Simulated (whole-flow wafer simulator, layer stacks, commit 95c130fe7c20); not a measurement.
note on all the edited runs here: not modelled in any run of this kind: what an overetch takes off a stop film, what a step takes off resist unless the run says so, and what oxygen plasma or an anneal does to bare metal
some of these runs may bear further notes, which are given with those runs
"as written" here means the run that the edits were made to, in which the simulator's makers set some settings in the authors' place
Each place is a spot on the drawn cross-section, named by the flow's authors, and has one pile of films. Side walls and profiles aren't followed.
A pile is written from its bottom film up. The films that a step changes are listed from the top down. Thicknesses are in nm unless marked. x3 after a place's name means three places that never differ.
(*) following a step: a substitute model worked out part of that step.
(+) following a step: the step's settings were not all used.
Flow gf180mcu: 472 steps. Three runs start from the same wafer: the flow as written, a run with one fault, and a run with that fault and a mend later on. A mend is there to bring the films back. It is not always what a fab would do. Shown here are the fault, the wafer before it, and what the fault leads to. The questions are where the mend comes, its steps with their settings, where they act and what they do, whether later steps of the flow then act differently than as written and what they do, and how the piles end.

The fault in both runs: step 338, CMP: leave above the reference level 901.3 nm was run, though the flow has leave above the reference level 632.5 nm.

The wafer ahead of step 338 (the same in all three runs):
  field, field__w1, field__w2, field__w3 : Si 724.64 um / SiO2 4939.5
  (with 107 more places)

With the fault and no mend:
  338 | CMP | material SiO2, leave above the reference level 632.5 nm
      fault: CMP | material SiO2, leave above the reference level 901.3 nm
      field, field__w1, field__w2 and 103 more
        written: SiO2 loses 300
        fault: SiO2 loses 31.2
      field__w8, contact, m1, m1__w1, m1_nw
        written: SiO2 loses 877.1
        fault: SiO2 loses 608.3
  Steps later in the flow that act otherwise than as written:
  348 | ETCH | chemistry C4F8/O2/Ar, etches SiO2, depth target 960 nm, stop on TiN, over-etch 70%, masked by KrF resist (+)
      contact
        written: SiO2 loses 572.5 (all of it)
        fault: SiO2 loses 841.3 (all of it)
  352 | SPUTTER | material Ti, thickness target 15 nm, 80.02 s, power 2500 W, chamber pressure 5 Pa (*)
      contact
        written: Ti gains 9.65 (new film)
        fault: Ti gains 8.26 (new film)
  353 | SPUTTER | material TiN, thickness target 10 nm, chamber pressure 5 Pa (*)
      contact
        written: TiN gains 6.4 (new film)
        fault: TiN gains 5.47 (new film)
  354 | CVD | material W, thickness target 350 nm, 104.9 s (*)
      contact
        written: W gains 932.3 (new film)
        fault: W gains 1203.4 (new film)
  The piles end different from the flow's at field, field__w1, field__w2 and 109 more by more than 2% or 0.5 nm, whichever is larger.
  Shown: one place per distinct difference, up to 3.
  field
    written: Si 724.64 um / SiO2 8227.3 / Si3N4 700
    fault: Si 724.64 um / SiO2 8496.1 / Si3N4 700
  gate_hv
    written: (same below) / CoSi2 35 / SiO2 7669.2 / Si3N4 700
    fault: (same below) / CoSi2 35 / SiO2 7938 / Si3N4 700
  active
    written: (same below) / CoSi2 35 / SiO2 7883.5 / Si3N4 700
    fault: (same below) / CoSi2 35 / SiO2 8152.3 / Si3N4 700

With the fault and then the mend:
  The mend stands after step 346.
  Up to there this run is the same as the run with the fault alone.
  346a | STRIP | chemistry O2/N2, power 2160 W, pressure 1700 mTorr (*)
      field, field__w1, field__w2 and 107 more
        KrF resist loses 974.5 (all of it), anti-reflective coat loses 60 (all of it)
      contact
        anti-reflective coat loses 60 (all of it)
  346b | CMP | material SiO2, leave above the reference level 632.5 nm (the flow's step 338, run once more)
      field, field__w1, field__w2 and 108 more
        SiO2 loses 268.8
  346c | HMDS | 120 C, 60 s (the flow's step 340, run once more)
      does not change any film at any place that is followed
  346d | COAT | anti-reflective coat, thickness 60 nm, 182 C, 71 s (the flow's step 341, run once more)
      field, field__w1, field__w2 and 108 more
        anti-reflective coat gains 60 (new film)
  346e | COAT | KrF resist, thickness 1000 nm (the flow's step 342, run once more)
      field, field__w1, field__w2 and 108 more
        KrF resist gains 1000 (new film)
  346f | SOFTBAKE | KrF resist (the flow's step 343, run once more)
      does not change any film at any place that is followed
  346g | EXPOSE | photomask Via3 (the flow's step 344, run once more)
      does not change any film at any place that is followed
  346h | PEB | KrF resist, 135 C, 90 s (the flow's step 345, run once more)
      field, field__w1, field__w2 and 108 more
        KrF resist loses 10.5
  346i | DEVELOP | KrF resist, thickness 1000 nm, 60 s (the flow's step 346, run once more)
      field, field__w1, field__w2 and 107 more
        KrF resist loses 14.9
      contact
        KrF resist loses 989.5 (all of it)
  Every later step of the flow that is run acts as written at every place that is followed.
  At every place that both follow, the piles at the end match the flow's.
